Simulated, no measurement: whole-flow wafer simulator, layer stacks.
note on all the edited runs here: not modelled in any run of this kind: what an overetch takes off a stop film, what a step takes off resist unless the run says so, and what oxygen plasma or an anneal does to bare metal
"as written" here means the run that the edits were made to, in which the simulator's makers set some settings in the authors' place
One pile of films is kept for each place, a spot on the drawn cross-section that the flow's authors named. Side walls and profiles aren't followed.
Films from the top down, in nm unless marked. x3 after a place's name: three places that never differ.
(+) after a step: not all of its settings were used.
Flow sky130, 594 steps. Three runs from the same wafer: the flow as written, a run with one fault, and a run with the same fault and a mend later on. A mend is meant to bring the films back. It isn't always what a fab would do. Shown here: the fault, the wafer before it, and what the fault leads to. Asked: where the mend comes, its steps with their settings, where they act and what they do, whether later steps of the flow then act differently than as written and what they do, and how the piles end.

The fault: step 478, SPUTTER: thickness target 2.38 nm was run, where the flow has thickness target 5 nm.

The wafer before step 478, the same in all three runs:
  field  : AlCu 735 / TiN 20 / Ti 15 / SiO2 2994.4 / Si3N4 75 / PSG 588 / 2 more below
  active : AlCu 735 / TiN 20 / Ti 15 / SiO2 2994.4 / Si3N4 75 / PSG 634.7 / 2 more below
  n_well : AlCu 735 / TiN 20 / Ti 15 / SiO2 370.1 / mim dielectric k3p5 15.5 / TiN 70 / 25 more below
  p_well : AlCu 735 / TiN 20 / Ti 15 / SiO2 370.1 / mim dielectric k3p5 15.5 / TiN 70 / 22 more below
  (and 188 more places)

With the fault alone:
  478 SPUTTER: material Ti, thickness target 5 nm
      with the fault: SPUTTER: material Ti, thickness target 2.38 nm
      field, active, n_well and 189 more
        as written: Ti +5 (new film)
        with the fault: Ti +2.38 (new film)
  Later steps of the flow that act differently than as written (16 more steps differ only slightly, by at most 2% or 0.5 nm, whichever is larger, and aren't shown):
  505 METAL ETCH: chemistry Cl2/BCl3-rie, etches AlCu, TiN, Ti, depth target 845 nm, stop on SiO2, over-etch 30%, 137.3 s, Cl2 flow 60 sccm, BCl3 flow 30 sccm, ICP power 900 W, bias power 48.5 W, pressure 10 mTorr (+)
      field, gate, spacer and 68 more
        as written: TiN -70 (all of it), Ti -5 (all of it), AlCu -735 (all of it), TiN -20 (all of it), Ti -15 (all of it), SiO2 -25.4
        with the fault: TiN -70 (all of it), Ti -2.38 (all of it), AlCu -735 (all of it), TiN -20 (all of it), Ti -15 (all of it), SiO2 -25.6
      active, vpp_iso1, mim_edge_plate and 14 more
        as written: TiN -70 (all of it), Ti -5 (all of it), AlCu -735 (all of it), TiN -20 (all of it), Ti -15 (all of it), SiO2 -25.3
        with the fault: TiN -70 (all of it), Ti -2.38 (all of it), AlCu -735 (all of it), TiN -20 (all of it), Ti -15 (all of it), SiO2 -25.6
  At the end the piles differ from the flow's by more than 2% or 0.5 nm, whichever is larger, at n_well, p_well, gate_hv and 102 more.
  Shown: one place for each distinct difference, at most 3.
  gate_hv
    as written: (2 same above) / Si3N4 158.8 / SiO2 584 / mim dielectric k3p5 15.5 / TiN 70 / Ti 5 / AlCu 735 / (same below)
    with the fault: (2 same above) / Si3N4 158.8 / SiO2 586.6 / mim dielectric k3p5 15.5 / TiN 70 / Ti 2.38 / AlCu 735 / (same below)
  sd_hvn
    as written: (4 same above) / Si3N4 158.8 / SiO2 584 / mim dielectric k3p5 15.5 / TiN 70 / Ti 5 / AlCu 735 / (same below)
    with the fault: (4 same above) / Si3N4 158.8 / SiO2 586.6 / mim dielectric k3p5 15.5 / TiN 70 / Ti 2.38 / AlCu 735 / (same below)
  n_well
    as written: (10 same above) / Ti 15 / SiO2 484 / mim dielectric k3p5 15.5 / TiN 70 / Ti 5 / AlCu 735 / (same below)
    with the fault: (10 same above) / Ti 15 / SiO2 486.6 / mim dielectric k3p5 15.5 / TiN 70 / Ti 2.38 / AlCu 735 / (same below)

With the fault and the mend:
  The mend comes after step 478.
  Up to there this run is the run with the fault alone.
  478a SPUTTER: material Ti, thickness target 2.62 nm (the flow's step 478 once more, with other settings)
      field, active, n_well and 189 more
        Ti +2.62
  No later step of the flow acts differently than as written at any place that is followed.
  At the end the piles are the same as the flow's at every place that both follow.
